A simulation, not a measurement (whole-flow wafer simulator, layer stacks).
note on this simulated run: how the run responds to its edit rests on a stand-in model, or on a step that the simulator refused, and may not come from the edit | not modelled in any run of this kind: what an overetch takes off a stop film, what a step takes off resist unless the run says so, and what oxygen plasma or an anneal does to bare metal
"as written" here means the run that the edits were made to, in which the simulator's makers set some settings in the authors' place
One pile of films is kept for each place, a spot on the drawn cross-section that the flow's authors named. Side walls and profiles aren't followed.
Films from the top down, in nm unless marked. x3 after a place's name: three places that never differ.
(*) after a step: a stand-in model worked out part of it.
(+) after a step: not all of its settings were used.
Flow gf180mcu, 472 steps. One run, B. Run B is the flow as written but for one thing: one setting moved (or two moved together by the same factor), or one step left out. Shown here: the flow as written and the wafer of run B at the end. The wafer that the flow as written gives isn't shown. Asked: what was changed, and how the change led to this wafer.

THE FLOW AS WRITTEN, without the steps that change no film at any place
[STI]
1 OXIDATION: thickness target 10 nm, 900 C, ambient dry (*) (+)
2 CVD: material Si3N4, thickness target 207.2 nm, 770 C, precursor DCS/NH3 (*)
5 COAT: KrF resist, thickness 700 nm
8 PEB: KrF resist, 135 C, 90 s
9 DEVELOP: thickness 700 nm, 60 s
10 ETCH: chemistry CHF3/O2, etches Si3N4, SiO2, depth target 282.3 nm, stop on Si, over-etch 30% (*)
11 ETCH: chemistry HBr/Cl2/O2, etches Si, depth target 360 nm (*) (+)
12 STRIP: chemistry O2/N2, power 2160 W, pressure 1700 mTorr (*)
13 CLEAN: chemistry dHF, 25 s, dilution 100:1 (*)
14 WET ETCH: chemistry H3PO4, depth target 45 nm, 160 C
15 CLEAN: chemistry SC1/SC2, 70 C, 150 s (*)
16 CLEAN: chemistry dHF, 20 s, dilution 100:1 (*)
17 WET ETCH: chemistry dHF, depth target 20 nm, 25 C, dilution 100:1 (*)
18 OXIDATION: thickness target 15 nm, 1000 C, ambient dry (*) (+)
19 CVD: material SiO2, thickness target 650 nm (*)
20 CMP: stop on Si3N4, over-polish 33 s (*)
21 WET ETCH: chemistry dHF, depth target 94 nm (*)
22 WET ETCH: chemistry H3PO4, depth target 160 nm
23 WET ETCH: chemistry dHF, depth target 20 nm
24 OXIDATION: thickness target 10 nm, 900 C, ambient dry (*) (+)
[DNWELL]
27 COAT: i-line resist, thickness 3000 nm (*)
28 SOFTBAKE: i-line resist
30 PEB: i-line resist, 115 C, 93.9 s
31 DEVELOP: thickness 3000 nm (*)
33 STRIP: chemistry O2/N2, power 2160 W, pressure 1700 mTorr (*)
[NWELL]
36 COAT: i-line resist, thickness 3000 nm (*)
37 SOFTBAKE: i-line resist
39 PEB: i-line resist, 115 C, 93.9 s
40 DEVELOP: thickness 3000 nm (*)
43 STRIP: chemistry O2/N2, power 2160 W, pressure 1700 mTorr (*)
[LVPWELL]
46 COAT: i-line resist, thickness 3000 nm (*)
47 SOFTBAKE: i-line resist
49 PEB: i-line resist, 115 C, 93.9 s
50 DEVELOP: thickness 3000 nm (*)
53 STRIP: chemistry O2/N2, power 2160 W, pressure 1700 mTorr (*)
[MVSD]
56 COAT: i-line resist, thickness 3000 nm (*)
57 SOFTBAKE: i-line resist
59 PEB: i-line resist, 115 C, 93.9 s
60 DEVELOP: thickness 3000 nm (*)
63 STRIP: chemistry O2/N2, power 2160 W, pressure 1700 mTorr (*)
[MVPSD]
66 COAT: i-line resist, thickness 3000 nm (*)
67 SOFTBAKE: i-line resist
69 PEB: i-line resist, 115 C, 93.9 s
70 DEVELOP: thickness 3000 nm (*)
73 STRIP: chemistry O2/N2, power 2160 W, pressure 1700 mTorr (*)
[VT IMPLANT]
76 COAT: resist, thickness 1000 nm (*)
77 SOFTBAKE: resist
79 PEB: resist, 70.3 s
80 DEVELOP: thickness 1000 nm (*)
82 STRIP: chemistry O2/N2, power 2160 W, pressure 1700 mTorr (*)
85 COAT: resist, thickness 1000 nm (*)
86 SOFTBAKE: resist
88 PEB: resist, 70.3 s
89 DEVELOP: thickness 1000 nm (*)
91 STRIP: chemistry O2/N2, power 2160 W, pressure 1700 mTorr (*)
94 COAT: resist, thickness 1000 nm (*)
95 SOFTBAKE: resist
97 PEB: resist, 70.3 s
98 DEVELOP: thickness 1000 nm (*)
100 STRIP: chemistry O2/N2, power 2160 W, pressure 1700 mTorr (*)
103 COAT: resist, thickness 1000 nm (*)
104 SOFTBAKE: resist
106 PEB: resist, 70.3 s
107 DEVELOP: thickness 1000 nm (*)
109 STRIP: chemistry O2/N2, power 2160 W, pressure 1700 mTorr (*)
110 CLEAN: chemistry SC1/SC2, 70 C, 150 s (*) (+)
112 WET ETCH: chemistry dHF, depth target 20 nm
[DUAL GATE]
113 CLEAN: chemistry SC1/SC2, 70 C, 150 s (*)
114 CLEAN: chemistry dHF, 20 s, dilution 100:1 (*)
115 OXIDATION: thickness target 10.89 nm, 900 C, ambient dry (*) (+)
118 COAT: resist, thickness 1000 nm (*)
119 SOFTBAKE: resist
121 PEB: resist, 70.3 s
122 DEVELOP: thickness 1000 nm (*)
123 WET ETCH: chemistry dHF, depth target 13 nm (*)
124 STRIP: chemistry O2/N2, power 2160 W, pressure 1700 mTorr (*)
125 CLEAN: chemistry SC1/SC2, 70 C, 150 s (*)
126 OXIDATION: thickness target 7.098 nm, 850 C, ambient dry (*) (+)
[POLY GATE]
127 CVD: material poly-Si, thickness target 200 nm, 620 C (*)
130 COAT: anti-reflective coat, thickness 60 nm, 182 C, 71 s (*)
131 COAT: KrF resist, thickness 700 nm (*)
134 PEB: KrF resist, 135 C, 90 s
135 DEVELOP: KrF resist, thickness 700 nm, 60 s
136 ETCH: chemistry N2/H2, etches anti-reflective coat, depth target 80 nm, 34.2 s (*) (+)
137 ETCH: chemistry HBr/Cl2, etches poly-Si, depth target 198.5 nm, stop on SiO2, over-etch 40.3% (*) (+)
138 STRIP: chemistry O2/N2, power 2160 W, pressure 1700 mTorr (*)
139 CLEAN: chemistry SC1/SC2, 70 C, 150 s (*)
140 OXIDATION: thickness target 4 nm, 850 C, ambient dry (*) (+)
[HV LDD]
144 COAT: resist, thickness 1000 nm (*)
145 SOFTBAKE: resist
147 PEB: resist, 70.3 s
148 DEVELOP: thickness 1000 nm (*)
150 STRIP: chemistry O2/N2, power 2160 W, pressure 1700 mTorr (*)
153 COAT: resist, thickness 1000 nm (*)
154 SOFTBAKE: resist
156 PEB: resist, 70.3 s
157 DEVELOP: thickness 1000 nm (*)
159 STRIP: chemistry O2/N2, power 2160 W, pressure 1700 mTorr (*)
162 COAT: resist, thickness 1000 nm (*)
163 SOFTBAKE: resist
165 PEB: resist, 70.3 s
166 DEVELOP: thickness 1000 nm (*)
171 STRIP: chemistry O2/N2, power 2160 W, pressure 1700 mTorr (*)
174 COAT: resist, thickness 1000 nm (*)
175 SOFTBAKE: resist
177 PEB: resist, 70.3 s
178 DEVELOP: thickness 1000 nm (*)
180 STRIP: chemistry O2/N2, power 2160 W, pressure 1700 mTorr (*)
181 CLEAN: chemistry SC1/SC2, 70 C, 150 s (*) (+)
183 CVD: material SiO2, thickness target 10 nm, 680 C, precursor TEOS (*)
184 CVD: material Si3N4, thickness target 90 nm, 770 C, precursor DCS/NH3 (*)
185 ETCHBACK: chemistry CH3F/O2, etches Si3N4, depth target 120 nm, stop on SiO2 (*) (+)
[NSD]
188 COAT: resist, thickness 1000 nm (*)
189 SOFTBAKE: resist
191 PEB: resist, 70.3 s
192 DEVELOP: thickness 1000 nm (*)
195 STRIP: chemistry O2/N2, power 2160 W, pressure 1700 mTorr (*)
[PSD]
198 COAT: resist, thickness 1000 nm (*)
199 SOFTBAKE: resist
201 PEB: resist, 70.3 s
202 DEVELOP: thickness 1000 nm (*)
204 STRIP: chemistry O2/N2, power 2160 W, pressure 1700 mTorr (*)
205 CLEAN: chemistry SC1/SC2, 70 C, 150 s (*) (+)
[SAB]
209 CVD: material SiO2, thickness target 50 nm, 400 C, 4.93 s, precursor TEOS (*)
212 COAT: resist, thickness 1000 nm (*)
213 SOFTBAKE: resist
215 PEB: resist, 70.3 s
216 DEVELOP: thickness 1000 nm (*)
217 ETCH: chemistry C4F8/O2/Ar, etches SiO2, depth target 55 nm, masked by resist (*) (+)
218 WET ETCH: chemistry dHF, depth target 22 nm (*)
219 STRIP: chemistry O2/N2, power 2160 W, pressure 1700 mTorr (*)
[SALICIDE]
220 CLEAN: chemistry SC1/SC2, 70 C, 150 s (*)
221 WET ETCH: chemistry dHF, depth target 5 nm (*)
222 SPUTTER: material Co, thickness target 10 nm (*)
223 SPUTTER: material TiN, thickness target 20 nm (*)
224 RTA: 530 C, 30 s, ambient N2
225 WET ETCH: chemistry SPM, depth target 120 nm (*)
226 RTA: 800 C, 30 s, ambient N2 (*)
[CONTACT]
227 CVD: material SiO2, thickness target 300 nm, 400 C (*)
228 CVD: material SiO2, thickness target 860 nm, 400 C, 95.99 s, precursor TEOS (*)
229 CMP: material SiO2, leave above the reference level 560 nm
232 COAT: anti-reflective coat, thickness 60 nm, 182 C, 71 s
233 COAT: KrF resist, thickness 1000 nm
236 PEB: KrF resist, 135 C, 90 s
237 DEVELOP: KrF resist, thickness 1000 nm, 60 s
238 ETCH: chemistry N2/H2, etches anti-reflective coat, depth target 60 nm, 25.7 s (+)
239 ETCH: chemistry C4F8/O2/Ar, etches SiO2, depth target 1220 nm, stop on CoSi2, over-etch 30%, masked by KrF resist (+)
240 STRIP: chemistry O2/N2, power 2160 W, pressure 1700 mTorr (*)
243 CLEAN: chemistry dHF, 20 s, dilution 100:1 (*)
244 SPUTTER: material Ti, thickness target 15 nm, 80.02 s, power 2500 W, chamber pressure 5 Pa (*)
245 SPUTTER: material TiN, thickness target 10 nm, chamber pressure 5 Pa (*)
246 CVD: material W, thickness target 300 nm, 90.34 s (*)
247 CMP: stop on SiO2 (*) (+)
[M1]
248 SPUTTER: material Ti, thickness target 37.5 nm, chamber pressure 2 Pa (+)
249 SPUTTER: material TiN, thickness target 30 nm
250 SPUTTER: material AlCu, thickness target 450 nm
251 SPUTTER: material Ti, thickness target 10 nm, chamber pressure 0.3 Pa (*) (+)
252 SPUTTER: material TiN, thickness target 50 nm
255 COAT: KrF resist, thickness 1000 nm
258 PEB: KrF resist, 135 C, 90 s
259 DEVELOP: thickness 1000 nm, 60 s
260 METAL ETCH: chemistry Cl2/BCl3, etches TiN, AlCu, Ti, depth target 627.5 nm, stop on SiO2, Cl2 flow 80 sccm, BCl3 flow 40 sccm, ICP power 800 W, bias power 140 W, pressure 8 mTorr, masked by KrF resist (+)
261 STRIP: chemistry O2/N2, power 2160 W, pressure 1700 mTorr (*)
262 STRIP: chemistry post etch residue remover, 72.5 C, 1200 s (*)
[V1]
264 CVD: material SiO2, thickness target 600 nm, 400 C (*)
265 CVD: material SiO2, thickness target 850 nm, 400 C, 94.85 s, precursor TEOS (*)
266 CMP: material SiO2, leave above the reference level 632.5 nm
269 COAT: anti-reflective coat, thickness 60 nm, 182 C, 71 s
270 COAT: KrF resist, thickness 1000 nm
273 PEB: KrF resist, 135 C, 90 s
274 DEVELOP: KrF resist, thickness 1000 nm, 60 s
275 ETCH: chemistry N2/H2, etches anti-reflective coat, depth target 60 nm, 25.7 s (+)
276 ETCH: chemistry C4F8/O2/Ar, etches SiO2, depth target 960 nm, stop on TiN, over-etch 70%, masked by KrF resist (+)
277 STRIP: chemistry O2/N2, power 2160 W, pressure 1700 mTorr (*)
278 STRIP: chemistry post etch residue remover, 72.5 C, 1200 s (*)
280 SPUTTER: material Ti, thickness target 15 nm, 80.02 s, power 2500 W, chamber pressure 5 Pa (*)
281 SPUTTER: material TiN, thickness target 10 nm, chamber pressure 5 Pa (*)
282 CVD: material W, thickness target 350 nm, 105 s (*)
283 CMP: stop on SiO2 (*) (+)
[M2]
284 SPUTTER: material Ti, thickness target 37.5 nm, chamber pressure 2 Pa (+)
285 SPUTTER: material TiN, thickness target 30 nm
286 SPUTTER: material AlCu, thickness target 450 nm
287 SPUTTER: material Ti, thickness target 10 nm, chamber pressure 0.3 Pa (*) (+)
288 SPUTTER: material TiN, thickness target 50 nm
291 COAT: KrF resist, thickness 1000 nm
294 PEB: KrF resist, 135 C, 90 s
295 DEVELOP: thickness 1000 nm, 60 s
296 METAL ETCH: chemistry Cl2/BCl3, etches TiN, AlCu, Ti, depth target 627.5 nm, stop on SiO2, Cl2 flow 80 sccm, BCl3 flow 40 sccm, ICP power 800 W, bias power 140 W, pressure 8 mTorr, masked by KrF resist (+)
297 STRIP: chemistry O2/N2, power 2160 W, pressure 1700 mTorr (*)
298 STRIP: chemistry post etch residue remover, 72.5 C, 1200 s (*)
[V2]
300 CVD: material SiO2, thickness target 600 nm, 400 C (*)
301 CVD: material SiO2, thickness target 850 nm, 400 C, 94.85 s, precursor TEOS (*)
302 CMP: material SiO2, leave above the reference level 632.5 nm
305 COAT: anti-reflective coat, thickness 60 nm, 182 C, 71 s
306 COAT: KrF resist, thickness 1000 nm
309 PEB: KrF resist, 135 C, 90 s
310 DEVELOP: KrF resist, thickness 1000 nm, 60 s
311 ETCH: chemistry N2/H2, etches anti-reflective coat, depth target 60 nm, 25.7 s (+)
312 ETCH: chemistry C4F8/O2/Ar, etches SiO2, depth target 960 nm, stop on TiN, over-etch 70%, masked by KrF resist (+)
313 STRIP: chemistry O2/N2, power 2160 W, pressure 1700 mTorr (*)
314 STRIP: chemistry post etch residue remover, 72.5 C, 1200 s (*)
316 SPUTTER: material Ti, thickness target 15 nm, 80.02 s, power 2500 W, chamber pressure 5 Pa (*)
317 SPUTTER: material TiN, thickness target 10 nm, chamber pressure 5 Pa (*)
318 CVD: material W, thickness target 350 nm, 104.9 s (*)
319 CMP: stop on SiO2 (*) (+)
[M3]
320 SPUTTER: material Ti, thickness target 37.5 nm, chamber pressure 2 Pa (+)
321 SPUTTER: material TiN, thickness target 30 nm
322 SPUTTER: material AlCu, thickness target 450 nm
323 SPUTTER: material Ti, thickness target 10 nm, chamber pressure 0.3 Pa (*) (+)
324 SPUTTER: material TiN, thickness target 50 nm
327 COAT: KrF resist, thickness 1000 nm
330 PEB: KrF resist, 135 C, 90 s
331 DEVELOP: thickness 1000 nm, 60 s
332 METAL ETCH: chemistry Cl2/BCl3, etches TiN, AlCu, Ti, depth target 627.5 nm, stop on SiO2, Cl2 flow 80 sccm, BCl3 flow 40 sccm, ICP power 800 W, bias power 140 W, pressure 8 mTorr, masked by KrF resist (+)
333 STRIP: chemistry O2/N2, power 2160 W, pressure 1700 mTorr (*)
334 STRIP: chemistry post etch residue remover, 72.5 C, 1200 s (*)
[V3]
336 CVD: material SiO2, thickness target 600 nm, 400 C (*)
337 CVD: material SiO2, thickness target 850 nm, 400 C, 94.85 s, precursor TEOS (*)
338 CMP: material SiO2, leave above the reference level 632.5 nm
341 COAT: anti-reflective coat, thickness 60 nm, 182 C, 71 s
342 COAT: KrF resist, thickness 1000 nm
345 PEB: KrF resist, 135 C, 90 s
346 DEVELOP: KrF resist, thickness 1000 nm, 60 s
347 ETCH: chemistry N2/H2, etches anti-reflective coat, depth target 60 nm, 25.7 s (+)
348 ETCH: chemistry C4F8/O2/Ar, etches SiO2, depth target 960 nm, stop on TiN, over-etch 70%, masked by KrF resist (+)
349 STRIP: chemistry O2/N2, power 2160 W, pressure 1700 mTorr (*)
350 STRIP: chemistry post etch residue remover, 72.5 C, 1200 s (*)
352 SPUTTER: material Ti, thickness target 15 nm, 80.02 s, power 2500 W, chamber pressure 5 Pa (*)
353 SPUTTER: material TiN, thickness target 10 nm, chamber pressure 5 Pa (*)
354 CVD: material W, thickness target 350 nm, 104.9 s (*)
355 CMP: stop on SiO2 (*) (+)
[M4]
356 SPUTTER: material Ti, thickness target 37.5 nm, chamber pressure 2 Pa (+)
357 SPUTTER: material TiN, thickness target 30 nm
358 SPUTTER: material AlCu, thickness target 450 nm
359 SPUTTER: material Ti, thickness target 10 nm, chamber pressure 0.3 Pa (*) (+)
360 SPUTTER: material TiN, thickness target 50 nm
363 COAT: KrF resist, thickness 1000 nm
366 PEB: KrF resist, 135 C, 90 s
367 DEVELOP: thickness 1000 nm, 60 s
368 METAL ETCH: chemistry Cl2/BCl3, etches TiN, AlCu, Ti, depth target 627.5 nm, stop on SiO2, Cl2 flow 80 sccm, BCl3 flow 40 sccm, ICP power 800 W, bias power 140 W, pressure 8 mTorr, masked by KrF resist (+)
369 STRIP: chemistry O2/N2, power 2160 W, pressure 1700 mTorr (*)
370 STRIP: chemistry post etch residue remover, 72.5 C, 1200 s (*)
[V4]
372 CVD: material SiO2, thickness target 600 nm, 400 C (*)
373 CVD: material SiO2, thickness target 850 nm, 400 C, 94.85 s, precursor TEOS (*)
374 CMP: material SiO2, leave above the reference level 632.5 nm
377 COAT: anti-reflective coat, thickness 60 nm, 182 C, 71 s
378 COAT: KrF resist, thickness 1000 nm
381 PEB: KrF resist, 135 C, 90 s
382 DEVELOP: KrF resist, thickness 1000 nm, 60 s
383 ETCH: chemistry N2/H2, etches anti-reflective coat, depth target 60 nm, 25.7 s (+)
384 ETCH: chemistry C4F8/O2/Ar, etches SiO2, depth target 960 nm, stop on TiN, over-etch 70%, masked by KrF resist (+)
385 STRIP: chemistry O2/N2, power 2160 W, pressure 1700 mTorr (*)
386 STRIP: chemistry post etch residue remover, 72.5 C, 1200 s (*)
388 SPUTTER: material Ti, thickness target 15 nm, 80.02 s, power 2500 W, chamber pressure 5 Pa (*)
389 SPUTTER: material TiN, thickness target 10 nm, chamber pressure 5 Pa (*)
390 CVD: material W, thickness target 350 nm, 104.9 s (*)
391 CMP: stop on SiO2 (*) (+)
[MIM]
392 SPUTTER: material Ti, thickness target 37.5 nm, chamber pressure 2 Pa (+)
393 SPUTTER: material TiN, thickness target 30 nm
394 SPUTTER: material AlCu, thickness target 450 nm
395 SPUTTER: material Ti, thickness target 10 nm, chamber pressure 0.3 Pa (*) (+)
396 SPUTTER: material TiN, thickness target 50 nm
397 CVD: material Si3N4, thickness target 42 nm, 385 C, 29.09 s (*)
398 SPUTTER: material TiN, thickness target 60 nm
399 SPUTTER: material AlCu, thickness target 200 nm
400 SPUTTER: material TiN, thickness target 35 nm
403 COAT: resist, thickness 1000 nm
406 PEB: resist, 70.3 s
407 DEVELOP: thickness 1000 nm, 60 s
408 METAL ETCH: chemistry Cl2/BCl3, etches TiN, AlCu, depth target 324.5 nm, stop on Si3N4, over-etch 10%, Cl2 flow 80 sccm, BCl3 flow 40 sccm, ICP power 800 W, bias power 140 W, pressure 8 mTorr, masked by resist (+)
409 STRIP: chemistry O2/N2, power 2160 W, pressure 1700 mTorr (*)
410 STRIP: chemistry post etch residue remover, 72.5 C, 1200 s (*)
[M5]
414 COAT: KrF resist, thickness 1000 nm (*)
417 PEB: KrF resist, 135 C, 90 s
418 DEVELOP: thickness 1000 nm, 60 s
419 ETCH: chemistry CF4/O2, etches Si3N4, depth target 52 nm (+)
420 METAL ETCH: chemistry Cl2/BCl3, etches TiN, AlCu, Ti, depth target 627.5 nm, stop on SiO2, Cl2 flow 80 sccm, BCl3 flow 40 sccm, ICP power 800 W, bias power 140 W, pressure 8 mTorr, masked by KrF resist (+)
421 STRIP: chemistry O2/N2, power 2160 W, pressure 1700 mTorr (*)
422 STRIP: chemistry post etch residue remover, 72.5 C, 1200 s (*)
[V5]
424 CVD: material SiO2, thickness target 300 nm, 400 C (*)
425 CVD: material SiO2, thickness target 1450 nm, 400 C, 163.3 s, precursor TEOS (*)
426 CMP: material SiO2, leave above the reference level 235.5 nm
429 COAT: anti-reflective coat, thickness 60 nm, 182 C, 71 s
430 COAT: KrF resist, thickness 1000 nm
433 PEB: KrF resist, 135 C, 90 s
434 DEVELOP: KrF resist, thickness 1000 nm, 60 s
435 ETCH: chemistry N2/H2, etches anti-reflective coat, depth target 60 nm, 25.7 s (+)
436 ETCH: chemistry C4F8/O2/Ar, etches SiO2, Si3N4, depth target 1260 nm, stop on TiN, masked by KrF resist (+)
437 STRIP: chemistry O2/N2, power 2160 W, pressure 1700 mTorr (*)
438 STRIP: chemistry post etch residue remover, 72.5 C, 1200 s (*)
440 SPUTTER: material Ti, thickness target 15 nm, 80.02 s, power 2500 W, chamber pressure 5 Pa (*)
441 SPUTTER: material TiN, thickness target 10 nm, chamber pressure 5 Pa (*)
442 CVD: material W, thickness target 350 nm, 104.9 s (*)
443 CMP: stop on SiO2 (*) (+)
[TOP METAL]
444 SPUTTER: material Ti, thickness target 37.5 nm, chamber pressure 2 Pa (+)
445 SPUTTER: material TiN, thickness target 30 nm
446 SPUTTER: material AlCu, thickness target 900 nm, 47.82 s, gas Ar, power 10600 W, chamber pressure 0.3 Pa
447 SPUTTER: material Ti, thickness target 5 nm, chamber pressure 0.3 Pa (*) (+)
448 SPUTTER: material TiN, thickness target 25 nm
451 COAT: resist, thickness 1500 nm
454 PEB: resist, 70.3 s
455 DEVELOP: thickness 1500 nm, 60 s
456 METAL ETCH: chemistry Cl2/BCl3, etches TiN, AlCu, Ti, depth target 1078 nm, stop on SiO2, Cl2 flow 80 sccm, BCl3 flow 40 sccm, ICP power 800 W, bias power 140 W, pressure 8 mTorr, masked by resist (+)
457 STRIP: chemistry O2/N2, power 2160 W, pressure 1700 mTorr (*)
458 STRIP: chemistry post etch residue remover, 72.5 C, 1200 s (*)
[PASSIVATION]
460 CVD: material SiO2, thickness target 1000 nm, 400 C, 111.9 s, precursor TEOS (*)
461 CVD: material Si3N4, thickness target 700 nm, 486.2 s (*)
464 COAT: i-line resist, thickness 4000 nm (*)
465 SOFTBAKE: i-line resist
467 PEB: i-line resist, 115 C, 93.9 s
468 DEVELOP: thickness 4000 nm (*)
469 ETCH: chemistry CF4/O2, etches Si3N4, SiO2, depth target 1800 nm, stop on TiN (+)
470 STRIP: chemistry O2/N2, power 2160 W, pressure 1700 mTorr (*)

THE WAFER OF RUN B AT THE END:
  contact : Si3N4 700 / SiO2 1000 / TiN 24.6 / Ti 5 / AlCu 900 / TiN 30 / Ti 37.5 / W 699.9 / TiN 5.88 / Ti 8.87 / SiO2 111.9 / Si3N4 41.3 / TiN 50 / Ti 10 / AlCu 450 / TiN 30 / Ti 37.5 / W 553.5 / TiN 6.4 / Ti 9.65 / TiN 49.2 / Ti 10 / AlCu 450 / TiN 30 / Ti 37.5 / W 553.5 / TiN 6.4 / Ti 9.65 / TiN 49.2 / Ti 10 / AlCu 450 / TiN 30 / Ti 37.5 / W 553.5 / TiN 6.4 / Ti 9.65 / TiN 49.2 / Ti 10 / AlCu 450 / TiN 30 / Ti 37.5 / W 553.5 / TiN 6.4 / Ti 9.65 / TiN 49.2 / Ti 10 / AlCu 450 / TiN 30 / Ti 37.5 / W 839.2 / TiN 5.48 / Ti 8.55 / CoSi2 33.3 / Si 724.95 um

The cause: step 436, ETCH: depth target 718 nm was run, where the flow has depth target 1260 nm.

How the change led to this, step by step:
  436 ETCH: chemistry C4F8/O2/Ar, etches SiO2, Si3N4, depth target 1260 nm, stop on TiN, masked by KrF resist (+)
      contact: SiO2 -718 (as written it would be: SiO2 -829.9 (all of it), Si3N4 -41.3 (all of it))
      field, field__w1, field__w2 and 108 more: KrF resist -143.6 (as written it would be: KrF resist -252)
  437 STRIP: chemistry O2/N2, power 2160 W, pressure 1700 mTorr (*)
      field, field__w1, field__w2 and 108 more: KrF resist -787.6 (all of it), anti-reflective coat -60 (all of it) (as written it would be: KrF resist -679.2 (all of it), anti-reflective coat -60 (all of it))
  440 SPUTTER: material Ti, thickness target 15 nm, 80.02 s, power 2500 W, chamber pressure 5 Pa (*)
      contact: Ti +8.87 (new film) (as written it would be: Ti +8.12 (new film))
  442 CVD: material W, thickness target 350 nm, 104.9 s (*)
      contact: W +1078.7 (new film) (as written it would be: W +1233.6 (new film))
Counting metal films that touch as one body, contact has 2 bodies (between them, from the top down: SiO2 111.9 / Si3N4 41.3); the flow as written gives 1 body.
